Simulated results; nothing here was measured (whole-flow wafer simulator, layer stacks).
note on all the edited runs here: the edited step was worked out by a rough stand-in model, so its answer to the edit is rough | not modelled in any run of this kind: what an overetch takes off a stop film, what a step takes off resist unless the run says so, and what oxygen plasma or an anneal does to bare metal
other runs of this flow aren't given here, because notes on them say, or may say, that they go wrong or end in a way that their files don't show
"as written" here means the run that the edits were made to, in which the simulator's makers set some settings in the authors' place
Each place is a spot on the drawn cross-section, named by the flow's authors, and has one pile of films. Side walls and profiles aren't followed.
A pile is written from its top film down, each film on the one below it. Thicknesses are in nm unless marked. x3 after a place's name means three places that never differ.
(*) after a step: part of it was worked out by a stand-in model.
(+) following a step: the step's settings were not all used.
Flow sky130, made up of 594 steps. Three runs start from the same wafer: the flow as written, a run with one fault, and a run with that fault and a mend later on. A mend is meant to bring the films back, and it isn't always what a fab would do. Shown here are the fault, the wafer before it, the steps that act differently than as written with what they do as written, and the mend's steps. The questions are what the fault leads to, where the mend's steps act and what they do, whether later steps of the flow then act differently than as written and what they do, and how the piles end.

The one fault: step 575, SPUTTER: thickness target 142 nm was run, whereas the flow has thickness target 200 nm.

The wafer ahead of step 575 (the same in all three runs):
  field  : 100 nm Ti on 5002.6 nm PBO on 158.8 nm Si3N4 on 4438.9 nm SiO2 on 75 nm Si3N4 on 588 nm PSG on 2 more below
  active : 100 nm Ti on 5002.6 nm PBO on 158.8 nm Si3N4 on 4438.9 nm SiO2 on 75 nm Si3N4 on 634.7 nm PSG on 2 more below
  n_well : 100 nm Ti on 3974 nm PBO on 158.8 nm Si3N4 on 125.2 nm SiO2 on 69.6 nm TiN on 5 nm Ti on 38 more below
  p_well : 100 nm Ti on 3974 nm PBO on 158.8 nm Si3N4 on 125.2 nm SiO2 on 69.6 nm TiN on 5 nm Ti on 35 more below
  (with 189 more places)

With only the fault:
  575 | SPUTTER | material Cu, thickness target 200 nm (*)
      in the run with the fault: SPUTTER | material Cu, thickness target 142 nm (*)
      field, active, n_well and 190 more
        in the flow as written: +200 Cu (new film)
        in the run with the fault: +142 Cu (new film)
  Steps further on in the flow that do not act as written (7 more steps, not shown, differ only slightly: by at most 2% or 0.5 nm, whichever is larger):
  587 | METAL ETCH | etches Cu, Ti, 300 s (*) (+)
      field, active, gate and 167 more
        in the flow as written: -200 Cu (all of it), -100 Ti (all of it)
        in the run with the fault: -142 Cu (all of it), -100 Ti (all of it)
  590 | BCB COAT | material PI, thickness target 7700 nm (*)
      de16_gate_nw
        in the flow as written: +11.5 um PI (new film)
        in the run with the fault: +11.45 um PI (new film)
  At mim, sd_hvn, dext_nw_sti and 11 more, the piles at the end differ from the flow's by more than 2% or 0.5 nm, whichever is larger.
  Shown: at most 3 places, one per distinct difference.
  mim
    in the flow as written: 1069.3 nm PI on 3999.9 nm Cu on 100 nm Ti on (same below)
    in the run with the fault: 1123.6 nm PI on 3941.9 nm Cu on 100 nm Ti on (same below)
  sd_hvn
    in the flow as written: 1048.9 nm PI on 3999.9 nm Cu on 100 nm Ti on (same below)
    in the run with the fault: 1104.8 nm PI on 3941.9 nm Cu on 100 nm Ti on (same below)
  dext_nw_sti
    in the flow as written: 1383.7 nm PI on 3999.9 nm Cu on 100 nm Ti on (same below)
    in the run with the fault: 1435.8 nm PI on 3941.9 nm Cu on 100 nm Ti on (same below)

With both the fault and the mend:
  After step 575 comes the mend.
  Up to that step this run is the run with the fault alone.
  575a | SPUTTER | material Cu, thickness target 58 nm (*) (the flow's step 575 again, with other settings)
      field, active, n_well and 190 more
        +58 Cu
  None of the later steps of the flow acts differently than as written at any place that is followed.
  By the end, the piles equal the flow's at every place that both follow.
